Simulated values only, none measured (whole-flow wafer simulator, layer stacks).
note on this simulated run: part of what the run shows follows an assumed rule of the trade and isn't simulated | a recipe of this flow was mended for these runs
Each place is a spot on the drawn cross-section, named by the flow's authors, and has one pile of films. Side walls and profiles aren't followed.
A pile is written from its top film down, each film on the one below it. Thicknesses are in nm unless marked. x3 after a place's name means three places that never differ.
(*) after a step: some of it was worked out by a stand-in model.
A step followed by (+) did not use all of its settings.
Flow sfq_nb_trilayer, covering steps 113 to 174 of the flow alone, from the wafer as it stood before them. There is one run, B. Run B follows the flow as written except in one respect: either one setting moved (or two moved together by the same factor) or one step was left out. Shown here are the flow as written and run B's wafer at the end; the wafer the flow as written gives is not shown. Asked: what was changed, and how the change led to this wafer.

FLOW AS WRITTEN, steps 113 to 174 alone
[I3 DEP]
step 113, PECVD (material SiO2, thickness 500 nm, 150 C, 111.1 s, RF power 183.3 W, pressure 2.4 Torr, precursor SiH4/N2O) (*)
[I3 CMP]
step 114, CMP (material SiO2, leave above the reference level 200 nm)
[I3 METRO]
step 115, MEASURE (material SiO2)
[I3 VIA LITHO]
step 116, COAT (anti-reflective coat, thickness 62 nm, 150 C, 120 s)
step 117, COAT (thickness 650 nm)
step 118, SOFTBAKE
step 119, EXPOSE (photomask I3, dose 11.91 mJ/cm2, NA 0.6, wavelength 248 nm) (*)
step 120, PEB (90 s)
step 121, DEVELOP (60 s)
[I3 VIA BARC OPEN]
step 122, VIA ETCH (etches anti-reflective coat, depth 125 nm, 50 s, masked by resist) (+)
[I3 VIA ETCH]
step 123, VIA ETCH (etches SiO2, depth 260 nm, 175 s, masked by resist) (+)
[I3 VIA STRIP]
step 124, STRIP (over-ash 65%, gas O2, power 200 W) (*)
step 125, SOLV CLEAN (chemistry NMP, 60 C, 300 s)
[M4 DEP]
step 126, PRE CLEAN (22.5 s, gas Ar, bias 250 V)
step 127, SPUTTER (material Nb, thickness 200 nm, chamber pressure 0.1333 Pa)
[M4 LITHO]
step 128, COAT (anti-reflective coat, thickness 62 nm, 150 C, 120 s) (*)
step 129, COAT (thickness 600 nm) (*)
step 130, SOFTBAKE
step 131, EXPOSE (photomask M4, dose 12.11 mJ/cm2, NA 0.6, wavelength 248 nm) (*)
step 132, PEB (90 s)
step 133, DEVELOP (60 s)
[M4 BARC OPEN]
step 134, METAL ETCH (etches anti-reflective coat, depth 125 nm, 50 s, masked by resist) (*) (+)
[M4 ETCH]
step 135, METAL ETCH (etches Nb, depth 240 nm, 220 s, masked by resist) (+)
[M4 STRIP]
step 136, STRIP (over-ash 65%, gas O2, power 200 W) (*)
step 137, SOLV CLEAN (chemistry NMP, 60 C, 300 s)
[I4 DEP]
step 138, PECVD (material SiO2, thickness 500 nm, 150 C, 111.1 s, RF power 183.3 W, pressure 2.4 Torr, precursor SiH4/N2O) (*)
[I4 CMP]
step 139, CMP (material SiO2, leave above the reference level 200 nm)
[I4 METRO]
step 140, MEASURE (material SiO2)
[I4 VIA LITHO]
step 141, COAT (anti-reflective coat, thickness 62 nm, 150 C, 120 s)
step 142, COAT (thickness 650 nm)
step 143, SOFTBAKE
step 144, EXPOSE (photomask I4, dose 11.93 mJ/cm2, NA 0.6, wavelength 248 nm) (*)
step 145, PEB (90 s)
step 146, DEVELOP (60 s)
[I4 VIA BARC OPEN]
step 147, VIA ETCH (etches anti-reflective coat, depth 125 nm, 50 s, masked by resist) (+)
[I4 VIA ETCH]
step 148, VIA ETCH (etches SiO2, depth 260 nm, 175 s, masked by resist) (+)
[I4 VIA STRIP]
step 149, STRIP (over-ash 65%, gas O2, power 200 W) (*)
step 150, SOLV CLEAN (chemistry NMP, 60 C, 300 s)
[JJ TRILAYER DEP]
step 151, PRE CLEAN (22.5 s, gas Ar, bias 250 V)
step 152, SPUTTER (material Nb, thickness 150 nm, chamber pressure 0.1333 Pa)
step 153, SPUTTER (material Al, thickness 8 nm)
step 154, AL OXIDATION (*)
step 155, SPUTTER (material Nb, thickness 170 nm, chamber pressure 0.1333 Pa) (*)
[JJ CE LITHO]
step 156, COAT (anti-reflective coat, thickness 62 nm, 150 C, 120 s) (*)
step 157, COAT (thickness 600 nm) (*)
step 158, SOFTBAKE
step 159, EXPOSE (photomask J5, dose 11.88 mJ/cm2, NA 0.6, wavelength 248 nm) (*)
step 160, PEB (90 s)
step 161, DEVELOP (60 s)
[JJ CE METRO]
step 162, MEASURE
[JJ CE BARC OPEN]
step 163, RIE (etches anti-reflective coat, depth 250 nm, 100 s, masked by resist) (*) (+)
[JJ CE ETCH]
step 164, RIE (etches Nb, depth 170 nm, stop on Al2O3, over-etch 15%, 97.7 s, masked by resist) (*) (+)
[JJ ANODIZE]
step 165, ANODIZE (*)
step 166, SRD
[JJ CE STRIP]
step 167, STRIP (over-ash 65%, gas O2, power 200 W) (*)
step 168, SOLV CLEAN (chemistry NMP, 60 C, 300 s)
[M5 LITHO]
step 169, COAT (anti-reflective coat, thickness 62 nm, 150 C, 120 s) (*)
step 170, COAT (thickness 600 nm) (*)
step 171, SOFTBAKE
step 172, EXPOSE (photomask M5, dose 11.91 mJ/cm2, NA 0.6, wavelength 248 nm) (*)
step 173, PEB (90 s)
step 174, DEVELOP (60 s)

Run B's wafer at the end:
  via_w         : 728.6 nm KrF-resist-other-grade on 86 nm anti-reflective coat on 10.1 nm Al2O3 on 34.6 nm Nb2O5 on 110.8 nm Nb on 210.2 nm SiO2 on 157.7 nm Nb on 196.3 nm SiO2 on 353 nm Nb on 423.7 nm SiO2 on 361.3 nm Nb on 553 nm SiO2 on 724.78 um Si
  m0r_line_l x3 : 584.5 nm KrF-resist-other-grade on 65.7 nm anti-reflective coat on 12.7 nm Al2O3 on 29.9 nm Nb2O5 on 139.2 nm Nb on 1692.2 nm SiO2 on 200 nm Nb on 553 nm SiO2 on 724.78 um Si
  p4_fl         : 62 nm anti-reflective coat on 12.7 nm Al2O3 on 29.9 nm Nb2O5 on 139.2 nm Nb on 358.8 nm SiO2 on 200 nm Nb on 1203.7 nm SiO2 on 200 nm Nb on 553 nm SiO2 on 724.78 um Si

What caused this: step 113, PECVD: 52.78 s was run, though the flow has 111.1 s.

The path from the change to this, step by step:
  step 113, PECVD (material SiO2, thickness 500 nm, 150 C, 111.1 s, RF power 183.3 W, pressure 2.4 Torr, precursor SiH4/N2O) (*)
      field_l, be, be_sur and 64 more: +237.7 SiO2 (as written it would have been: +500 SiO2)
      v_sur, via_wl, via_wr and 27 more: +237.7 SiO2 (new film) (as written it would have been: +500 SiO2 (new film))
      (and at 9 other places as well)
  step 114, CMP (material SiO2, leave above the reference level 200 nm)
      field_l, be, be_sur and 64 more: nothing (as written it would have been: -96 SiO2)
      p4_g1, p4_g2, p3_s0, p3_s1, p3_s2, p3_s3, p3_s4, p3_s5: nothing (as written it would have been: -157.1 SiO2)
      (and at 31 other places as well)
  step 116, COAT (anti-reflective coat, thickness 62 nm, 150 C, 120 s)
      p3_s0, p3_s1, p3_s2, p3_s3: +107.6 anti-reflective coat (new film) (as written it would have been: +62 anti-reflective coat (new film))
      p3_l1, p3_l2, p3_l3, p3_l4: +45 anti-reflective coat (new film) (as written it would have been: +62 anti-reflective coat (new film))
      (and at 89 other places as well)
  step 117, COAT (thickness 650 nm)
      m0r_line_l x3: +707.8 KrF-resist-other-grade (new film) (as written it would have been: +650 KrF-resist-other-grade (new film))
      m0r_line_r x3: +707.3 KrF-resist-other-grade (new film) (as written it would have been: +650 KrF-resist-other-grade (new film))
      (and at 76 other places as well)
  step 121, DEVELOP (60 s)
      via_v: -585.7 KrF-resist-other-grade (all of it) (as written it would have been: -648.6 KrF-resist-other-grade (all of it))
  step 124, STRIP (over-ash 65%, gas O2, power 200 W) (*)
      m0r_line_l x3: -568.5 KrF-resist-other-grade (all of it), -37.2 anti-reflective coat (all of it) (as written it would have been: -510.8 KrF-resist-other-grade (all of it), -62 anti-reflective coat (all of it))
      m0r_space_l, m6r_space_l x2: -522.8 KrF-resist-other-grade (all of it), -92.9 anti-reflective coat (all of it) (as written it would have been: -510.8 KrF-resist-other-grade (all of it), -62 anti-reflective coat (all of it))
      (and at 99 other places as well)
  step 127, SPUTTER (material Nb, thickness 200 nm, chamber pressure 0.1333 Pa)
      via_w: +157.7 Nb (new film) (as written it would have been: +200 Nb (new film))
  step 128, COAT (anti-reflective coat, thickness 62 nm, 150 C, 120 s) (*)
      m0r_line_l x3, m0r_line_r x3: +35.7 anti-reflective coat (new film) (as written it would have been: +62 anti-reflective coat (new film))
      m0r_space_l, m0r_space_r, m6r_space_l x2, m6r_space_r x2: +91.7 anti-reflective coat (new film) (as written it would have been: +62 anti-reflective coat (new film))
      (and at 81 other places as well)
  step 129, COAT (thickness 600 nm) (*)
      m0r_line_l x3, m0r_line_r x3: +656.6 KrF-resist-other-grade (new film) (as written it would have been: +600 KrF-resist-other-grade (new film))
      p3_s5, wl_g_sr: +639.7 KrF-resist-other-grade (new film) (as written it would have been: +600 KrF-resist-other-grade (new film))
      (and at 78 other places as well)
  step 133, DEVELOP (60 s)
      m0r_line_l x3, m0r_line_r x3: -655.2 KrF-resist-other-grade (all of it) (as written it would have been: -598.7 KrF-resist-other-grade (all of it))
      p3_s3, p3_fr: -640.9 KrF-resist-other-grade (all of it) (as written it would have been: -598.7 KrF-resist-other-grade (all of it))
      (and at 41 other places as well)
  step 134, METAL ETCH (etches anti-reflective coat, depth 125 nm, 50 s, masked by resist) (*) (+)
      m5r_linepad_l, m5r_linepad_r, r5r_line_l, r5r_spacepad_l, r5r_spacepad_r, m8r_pad_l, m8r_pad_r: -125 anti-reflective coat (as written it would have been: -62 anti-reflective coat (all of it))
      m0r_line_l x3, m0r_line_r x3: -35.7 anti-reflective coat (all of it) (as written it would have been: -62 anti-reflective coat (all of it))
      (and at 45 other places as well)
  step 135, METAL ETCH (etches Nb, depth 240 nm, 220 s, masked by resist) (+)
      m5r_linepad_l, m5r_linepad_r: -38 anti-reflective coat (all of it), -200 Nb (all of it), -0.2 SiO2 (as written it would have been: -200 Nb (all of it), -4 SiO2)
      r5r_spacepad_l, r5r_spacepad_r: -36.4 anti-reflective coat (all of it), -200 Nb (all of it), -0.36 SiO2 (as written it would have been: -200 Nb (all of it), -4 SiO2)
      (and at 3 other places as well)
  step 136, STRIP (over-ash 65%, gas O2, power 200 W) (*)
      v_sur: -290 KrF-resist-other-grade (all of it), -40 anti-reflective coat (all of it) (as written it would have been: -360.6 KrF-resist-other-grade (all of it), -64.7 anti-reflective coat (all of it))
      via_wl: -296.8 KrF-resist-other-grade (all of it), -33 anti-reflective coat (all of it) (as written it would have been: -357.4 KrF-resist-other-grade (all of it), -67.6 anti-reflective coat (all of it))
      (and at 37 other places as well)
  step 138, PECVD (material SiO2, thickness 500 nm, 150 C, 111.1 s, RF power 183.3 W, pressure 2.4 Torr, precursor SiH4/N2O) (*)
      p3_s0, p3_s1, p3_s2, p3_s3, p3_s4, p3_s5: +500 SiO2 (as written it would have been: +561.1 SiO2)
      p4_g1, p4_g2: +523.4 SiO2 (new film) (as written it would have been: +500 SiO2 (new film))
      (and at 1 other place as well)
  step 139, CMP (material SiO2, leave above the reference level 200 nm)
      field_l, be, be_sur and 55 more: nothing (as written it would have been: -96 SiO2)
      p3_s0, p3_s1, p3_s2, p3_s3, p3_s4, p3_s5: nothing (as written it would have been: -157.1 SiO2)
      (and at 12 other places as well)
  step 141, COAT (anti-reflective coat, thickness 62 nm, 150 C, 120 s)
      be, m0r_space_r, m6r_space_r x2: +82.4 anti-reflective coat (new film) (as written it would have been: +62 anti-reflective coat (new film))
      ce_r, sp_r, be_r, r_sur: +63.5 anti-reflective coat (new film) (as written it would have been: +62 anti-reflective coat (new film))
      (and at 77 other places as well)
  ... 17 further steps ...
  step 174, DEVELOP (60 s)
      wl_d_sl, wl_d_sr: -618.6 KrF-resist-other-grade (all of it) (as written it would have been: -600.3 KrF-resist-other-grade (all of it))
      field_r: -612.5 KrF-resist-other-grade (all of it) (as written it would have been: -598.9 KrF-resist-other-grade (all of it))
      (and at 12 other places as well)
With metal films that touch counted as one body, via_w has 4 bodies (between them, from the top down: SiO2 210.2; SiO2 196.3; SiO2 423.7); the flow as written gives 3 bodies (between them, from the top down: SiO2 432; SiO2 423.7).
